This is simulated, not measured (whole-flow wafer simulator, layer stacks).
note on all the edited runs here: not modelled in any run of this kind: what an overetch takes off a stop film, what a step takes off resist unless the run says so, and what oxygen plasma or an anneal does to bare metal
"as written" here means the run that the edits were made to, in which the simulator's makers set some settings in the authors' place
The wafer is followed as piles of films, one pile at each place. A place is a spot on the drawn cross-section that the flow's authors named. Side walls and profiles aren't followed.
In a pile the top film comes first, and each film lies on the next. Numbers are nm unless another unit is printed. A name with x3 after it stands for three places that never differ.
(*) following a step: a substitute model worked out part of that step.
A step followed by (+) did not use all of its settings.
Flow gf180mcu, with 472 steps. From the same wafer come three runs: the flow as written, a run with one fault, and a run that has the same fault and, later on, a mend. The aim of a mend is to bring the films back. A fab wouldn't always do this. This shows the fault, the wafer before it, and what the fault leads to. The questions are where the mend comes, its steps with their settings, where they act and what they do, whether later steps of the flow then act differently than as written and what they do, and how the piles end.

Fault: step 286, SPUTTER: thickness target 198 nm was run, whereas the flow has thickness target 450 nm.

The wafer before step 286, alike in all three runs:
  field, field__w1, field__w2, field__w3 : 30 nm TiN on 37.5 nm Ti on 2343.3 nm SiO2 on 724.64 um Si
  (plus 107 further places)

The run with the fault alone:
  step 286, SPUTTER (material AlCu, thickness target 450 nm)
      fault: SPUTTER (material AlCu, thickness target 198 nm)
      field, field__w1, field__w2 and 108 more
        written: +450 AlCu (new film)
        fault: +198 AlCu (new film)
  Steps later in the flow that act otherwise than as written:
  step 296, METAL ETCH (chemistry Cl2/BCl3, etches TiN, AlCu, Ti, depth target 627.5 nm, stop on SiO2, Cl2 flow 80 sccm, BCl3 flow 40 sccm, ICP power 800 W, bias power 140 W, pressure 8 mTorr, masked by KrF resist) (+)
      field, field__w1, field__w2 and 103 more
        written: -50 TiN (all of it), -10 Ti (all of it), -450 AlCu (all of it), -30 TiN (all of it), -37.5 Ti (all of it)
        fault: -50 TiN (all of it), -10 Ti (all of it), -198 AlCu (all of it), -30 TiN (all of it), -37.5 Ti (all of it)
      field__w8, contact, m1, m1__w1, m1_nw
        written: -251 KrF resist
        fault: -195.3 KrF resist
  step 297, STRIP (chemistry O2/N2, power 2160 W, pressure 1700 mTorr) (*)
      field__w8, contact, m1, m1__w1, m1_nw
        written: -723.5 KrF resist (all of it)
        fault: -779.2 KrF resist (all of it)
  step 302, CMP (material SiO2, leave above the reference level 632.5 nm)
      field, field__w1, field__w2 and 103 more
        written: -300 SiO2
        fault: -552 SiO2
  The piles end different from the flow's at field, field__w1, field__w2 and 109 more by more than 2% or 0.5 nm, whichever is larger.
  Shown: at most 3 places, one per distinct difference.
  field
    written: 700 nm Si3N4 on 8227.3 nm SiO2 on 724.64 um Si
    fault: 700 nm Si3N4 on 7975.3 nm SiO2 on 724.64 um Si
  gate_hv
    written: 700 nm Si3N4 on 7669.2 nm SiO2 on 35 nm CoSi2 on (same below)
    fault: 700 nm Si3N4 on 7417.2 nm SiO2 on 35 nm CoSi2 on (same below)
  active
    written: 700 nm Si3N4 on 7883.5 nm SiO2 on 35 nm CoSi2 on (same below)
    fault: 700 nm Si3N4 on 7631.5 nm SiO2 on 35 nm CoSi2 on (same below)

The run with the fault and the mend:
  After step 286 comes the mend.
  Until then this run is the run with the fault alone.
  step 286a, SPUTTER (material AlCu, thickness target 252 nm) (the flow's step 286, run once more with other settings)
      field, field__w1, field__w2 and 108 more
        +252 AlCu
  Later steps of the flow that are run all act as written at every place that is followed.
  At every place that both follow, the piles at the end match the flow's.
